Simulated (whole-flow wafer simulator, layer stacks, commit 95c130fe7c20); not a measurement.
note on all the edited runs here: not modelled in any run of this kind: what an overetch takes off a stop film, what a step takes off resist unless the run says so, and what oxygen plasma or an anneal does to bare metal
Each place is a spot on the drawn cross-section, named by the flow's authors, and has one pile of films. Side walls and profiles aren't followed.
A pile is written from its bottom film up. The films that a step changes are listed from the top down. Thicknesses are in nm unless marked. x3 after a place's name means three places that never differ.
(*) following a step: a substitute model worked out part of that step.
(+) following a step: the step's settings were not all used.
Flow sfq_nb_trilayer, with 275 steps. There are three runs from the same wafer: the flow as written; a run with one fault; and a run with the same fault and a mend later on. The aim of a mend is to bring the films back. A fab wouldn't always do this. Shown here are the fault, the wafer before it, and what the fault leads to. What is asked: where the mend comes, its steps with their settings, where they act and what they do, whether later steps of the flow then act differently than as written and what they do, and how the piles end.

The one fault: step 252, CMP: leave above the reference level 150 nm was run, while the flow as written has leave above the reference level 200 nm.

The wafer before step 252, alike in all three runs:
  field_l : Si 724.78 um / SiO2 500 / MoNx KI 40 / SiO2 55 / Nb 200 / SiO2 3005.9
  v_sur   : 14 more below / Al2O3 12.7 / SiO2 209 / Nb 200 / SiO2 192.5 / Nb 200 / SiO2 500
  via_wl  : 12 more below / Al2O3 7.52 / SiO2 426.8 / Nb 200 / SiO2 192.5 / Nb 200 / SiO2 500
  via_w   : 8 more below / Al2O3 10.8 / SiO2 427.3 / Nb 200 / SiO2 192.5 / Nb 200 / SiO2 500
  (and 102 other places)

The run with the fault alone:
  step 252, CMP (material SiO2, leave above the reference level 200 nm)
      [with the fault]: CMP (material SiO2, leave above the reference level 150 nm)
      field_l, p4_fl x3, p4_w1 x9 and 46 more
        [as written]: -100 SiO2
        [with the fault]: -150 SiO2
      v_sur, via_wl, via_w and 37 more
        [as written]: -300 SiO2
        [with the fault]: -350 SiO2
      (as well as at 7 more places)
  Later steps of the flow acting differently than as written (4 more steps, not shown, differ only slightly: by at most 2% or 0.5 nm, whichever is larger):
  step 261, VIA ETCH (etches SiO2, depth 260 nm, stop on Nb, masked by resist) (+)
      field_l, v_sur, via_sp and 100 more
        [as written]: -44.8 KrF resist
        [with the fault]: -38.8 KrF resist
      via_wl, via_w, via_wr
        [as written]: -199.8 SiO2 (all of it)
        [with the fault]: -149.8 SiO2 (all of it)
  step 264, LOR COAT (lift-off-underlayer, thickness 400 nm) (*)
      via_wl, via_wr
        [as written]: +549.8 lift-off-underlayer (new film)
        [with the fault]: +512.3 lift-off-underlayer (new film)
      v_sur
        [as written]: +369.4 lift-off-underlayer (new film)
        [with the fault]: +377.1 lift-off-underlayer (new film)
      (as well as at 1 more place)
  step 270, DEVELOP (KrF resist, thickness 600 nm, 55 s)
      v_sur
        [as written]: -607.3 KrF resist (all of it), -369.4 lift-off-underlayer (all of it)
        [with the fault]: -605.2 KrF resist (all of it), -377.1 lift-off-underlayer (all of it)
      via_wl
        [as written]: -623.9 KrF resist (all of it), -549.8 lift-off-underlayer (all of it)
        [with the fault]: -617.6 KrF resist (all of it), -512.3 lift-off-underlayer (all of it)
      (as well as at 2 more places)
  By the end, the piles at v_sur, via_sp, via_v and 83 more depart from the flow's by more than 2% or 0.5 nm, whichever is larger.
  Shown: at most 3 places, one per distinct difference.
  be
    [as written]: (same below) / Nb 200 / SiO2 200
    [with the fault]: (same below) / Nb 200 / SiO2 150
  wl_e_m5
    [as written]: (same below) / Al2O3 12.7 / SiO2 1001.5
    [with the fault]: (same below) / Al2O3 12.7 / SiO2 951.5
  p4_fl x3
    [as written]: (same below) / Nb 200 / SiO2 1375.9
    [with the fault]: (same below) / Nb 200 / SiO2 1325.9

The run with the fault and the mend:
  After step 253 comes the mend.
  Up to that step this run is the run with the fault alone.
  step 253a, PECVD (material SiO2, thickness 50 nm, 150 C, 11.11 s, RF power 183.3 W, pressure 2.4 Torr, precursor SiH4/N2O) (the flow's step 251 again, with other settings)
      field_l, v_sur, via_wl and 103 more
        +50 SiO2
  None of the later steps of the flow acts differently than as written at any place that is followed.
  At every place that both follow, the piles at the end match the flow's.
